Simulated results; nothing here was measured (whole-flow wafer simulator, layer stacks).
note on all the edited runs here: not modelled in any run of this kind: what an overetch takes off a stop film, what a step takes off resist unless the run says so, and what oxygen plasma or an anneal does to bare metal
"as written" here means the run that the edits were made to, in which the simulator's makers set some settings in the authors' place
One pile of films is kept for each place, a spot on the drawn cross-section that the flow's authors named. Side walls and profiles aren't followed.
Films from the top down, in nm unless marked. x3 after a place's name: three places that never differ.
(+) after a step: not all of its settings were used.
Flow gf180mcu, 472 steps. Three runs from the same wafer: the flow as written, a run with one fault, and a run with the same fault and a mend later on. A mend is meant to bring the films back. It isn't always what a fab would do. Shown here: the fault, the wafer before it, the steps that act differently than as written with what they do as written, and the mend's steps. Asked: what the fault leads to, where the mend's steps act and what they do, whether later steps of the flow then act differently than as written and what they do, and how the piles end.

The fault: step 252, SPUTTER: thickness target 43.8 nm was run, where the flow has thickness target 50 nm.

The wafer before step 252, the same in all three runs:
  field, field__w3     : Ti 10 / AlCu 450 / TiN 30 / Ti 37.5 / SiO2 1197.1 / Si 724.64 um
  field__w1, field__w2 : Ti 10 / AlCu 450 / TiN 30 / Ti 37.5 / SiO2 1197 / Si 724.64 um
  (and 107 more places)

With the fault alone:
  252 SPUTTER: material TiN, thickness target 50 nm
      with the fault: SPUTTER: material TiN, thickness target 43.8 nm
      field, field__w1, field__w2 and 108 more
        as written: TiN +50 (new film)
        with the fault: TiN +43.8 (new film)
  Later steps of the flow that act differently than as written (5 more steps differ only slightly, by at most 2% or 0.5 nm, whichever is larger, and aren't shown):
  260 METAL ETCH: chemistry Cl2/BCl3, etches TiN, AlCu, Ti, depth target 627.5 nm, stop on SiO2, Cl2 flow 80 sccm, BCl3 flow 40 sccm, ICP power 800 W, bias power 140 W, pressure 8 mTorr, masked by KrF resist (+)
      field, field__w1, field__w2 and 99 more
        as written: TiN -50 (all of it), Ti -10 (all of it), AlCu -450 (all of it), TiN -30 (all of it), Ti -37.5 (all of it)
        with the fault: TiN -43.8 (all of it), Ti -10 (all of it), AlCu -450 (all of it), TiN -30 (all of it), Ti -37.5 (all of it)
  At the end the piles differ from the flow's by more than 2% or 0.5 nm, whichever is larger, at field__w8, contact, m1 and 6 more.
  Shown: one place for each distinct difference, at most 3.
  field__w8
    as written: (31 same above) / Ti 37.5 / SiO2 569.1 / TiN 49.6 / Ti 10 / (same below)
    with the fault: (31 same above) / Ti 37.5 / SiO2 575.3 / TiN 43.4 / Ti 10 / (same below)
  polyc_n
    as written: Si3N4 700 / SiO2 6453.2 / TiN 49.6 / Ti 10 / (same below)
    with the fault: Si3N4 700 / SiO2 6459.4 / TiN 43.4 / Ti 10 / (same below)
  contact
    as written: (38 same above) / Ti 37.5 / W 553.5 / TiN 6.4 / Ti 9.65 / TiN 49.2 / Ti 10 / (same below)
    with the fault: (38 same above) / Ti 37.5 / W 559.8 / TiN 6.38 / Ti 9.62 / TiN 43 / Ti 10 / (same below)

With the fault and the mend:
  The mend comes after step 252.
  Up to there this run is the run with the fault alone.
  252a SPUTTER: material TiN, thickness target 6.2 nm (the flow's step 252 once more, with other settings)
      field, field__w1, field__w2 and 108 more
        TiN +6.2
  No later step of the flow acts differently than as written at any place that is followed.
  At the end the piles are the same as the flow's at every place that both follow.
